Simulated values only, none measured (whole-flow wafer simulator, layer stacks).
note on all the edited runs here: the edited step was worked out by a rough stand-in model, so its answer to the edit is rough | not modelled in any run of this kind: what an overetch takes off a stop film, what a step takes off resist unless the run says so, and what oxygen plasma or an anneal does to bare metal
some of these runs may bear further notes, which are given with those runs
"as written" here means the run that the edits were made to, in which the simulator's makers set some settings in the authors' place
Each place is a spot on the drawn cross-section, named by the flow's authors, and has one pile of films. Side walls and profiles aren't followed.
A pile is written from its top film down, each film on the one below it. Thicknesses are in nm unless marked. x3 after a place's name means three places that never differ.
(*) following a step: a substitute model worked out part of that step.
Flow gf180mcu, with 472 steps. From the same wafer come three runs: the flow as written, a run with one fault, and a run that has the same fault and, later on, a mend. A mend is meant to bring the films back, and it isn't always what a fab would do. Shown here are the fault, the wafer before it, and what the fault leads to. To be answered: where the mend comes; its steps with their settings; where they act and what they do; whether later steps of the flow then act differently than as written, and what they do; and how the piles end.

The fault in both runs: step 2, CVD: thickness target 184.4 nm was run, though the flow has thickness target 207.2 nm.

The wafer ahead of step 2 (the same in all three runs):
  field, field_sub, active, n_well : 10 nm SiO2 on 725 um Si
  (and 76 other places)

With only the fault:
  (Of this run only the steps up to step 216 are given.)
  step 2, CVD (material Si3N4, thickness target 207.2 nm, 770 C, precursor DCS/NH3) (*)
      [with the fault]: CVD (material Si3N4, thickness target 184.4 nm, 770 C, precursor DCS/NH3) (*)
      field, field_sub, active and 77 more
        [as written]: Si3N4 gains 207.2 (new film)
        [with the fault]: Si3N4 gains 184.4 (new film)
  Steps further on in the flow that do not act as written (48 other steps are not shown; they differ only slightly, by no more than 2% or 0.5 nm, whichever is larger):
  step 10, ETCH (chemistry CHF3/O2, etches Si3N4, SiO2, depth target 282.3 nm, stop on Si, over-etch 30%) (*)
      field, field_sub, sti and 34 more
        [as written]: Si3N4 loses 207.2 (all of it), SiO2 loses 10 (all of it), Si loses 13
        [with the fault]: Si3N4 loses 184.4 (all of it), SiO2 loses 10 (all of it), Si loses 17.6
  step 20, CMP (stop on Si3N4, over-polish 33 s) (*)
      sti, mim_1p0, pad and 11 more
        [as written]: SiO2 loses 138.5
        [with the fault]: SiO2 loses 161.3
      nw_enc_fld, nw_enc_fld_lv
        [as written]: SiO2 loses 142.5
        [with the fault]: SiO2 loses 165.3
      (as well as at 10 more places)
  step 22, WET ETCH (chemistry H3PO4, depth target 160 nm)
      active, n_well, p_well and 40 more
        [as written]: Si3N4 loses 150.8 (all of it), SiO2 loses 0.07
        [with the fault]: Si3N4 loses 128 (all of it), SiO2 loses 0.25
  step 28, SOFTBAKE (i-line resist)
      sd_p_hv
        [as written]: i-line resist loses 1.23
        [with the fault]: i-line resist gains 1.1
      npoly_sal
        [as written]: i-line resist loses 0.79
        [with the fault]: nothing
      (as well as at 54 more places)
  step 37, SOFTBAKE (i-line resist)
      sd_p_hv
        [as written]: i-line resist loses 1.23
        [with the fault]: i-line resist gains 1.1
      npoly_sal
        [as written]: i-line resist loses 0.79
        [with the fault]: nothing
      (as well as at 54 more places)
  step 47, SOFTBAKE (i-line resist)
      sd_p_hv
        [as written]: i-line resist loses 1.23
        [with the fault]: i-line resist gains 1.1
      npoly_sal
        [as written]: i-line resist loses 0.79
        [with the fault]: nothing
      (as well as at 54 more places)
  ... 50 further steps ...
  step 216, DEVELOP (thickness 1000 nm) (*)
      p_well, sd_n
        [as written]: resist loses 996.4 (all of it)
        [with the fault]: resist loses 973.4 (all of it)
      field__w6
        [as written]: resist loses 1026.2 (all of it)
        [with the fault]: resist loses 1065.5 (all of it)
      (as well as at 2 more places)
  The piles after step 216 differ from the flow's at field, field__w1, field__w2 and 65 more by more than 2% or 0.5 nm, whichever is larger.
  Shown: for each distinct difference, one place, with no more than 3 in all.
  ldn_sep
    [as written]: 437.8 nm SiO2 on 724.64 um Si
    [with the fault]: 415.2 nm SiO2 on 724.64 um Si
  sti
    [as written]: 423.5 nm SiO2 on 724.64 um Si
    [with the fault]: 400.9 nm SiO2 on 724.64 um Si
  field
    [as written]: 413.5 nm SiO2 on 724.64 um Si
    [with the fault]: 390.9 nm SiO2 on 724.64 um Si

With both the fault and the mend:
  The mend stands after step 2.
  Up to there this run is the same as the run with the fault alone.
  step 2a, CVD (material Si3N4, thickness target 22.79 nm, 770 C, precursor DCS/NH3) (*) (the flow's step 2, run once more with other settings)
      field, field_sub, active and 77 more
        Si3N4 gains 22.8
  Every later step of the flow that is run acts as written at every place that is followed.
  At every place that both follow, the piles at the end match the flow's.
